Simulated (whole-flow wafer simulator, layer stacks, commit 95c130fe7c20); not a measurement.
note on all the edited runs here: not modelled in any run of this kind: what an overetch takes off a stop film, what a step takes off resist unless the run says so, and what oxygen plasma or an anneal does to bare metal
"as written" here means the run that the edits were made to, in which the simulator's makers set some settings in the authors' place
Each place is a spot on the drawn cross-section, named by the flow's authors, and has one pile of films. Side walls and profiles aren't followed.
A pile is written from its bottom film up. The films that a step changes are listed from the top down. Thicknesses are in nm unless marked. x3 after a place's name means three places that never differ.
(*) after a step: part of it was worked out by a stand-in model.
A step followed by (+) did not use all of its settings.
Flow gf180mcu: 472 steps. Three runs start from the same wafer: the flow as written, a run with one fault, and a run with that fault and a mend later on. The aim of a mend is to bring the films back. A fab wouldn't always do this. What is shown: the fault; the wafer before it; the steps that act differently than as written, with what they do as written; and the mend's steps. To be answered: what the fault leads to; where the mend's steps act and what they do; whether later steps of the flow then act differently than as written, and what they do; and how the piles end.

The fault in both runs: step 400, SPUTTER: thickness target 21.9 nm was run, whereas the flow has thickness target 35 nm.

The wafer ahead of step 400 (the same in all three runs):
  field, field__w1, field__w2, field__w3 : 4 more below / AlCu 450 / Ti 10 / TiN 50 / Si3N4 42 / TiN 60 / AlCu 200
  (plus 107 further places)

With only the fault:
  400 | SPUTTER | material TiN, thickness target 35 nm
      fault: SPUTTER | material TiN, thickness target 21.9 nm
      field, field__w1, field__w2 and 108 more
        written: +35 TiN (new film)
        fault: +21.9 TiN (new film)
  Later steps of the flow acting differently than as written (not shown: 8 more steps that differ only slightly, by at most 2% or 0.5 nm, whichever is larger):
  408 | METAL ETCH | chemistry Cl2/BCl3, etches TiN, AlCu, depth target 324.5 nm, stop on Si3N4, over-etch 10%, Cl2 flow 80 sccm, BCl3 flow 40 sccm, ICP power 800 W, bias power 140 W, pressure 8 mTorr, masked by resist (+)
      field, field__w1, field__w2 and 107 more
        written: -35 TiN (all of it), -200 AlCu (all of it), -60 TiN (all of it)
        fault: -21.9 TiN (all of it), -200 AlCu (all of it), -60 TiN (all of it)
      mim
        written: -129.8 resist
        fault: -124 resist
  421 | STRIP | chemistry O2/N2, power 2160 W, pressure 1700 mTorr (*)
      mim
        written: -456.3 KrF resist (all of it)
        fault: -466.1 KrF resist (all of it)
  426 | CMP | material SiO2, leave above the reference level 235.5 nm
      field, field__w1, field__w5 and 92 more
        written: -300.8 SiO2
        fault: -313.9 SiO2
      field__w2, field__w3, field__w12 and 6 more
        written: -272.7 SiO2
        fault: -285.8 SiO2
  The piles end different from the flow's at mim by more than 2% or 0.5 nm, whichever is larger.
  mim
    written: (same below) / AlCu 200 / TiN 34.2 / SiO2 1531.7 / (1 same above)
    fault: (same below) / AlCu 200 / TiN 21.1 / SiO2 1531.7 / (1 same above)

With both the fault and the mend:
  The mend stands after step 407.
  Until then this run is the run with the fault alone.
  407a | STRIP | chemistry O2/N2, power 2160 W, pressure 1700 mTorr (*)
      mim
        -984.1 resist (all of it)
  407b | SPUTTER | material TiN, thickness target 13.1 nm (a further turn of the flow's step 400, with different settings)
      field, field__w1, field__w2 and 108 more
        +13.1 TiN
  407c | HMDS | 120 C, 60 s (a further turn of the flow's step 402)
      does not change any film at any place that is followed
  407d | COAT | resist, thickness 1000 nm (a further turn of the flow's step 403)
      field, field__w1, field__w2 and 108 more
        +1000 resist (new film)
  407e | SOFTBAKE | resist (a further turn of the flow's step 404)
      does not change any film at any place that is followed
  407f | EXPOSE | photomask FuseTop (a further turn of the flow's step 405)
      does not change any film at any place that is followed
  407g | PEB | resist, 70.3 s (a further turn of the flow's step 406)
      field, field__w1, field__w2 and 108 more
        -15.9 resist
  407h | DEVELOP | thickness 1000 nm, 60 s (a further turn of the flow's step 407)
      field, field__w1, field__w2 and 107 more
        -984.1 resist (all of it)
  Later steps of the flow that are run all act as written at every place that is followed.
  At every place that both follow, the piles at the end match the flow's.
